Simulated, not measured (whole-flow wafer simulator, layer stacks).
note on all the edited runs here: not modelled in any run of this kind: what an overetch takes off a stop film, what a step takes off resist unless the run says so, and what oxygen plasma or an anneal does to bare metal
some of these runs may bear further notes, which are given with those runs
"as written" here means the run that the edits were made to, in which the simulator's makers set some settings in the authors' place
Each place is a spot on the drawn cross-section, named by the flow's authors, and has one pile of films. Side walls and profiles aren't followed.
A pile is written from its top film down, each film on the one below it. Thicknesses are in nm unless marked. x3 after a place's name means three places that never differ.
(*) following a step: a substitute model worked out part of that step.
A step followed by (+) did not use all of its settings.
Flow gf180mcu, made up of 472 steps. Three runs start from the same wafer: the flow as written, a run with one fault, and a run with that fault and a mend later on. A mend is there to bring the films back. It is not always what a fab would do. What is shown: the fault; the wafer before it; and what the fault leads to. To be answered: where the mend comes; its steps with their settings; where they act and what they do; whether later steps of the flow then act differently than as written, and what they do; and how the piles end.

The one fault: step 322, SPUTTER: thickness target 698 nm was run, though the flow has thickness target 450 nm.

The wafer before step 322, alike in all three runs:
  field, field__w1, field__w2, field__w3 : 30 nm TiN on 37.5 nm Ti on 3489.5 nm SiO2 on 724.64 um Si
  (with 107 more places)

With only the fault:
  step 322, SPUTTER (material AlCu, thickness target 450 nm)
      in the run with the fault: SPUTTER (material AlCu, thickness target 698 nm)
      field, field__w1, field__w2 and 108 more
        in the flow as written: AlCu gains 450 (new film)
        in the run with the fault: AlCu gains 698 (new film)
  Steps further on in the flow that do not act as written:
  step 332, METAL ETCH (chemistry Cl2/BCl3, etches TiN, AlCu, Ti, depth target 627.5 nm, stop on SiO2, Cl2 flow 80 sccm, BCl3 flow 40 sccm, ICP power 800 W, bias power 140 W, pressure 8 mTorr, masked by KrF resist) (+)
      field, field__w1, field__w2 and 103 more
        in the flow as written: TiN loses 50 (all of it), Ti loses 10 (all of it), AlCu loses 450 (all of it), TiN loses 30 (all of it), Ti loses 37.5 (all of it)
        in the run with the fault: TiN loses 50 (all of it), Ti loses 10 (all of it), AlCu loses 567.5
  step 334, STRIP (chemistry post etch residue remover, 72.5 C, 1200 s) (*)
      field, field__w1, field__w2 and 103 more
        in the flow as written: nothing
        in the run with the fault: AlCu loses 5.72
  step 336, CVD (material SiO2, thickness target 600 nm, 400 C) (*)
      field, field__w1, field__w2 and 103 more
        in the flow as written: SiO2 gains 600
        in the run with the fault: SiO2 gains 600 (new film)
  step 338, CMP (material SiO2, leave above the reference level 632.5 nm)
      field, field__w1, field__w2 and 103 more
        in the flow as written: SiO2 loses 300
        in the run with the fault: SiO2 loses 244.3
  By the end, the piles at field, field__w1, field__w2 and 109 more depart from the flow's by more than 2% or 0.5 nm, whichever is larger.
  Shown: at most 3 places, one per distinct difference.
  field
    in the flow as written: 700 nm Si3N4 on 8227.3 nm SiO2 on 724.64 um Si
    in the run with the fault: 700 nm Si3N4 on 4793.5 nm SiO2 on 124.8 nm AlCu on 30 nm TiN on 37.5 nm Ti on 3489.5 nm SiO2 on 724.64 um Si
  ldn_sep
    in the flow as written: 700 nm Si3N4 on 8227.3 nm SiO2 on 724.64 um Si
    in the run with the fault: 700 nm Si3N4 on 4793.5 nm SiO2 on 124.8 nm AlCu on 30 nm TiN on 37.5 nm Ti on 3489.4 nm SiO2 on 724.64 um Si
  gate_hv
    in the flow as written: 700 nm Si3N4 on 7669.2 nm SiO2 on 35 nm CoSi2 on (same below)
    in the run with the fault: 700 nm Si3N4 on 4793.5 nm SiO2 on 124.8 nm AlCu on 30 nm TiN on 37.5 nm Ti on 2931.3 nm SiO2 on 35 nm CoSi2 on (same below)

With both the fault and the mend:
  After step 322 comes the mend.
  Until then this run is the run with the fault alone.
  step 322a, METAL ETCH (chemistry Cl2/BCl3, etches TiN, AlCu, Ti, depth target 248 nm, Cl2 flow 80 sccm, BCl3 flow 40 sccm, ICP power 800 W, bias power 140 W, pressure 8 mTorr) (a further turn of the flow's step 260, with different settings)
      field, field__w1, field__w2 and 108 more
        AlCu loses 248
  None of the later steps of the flow acts differently than as written at any place that is followed.
  By the end, the piles equal the flow's at every place that both follow.
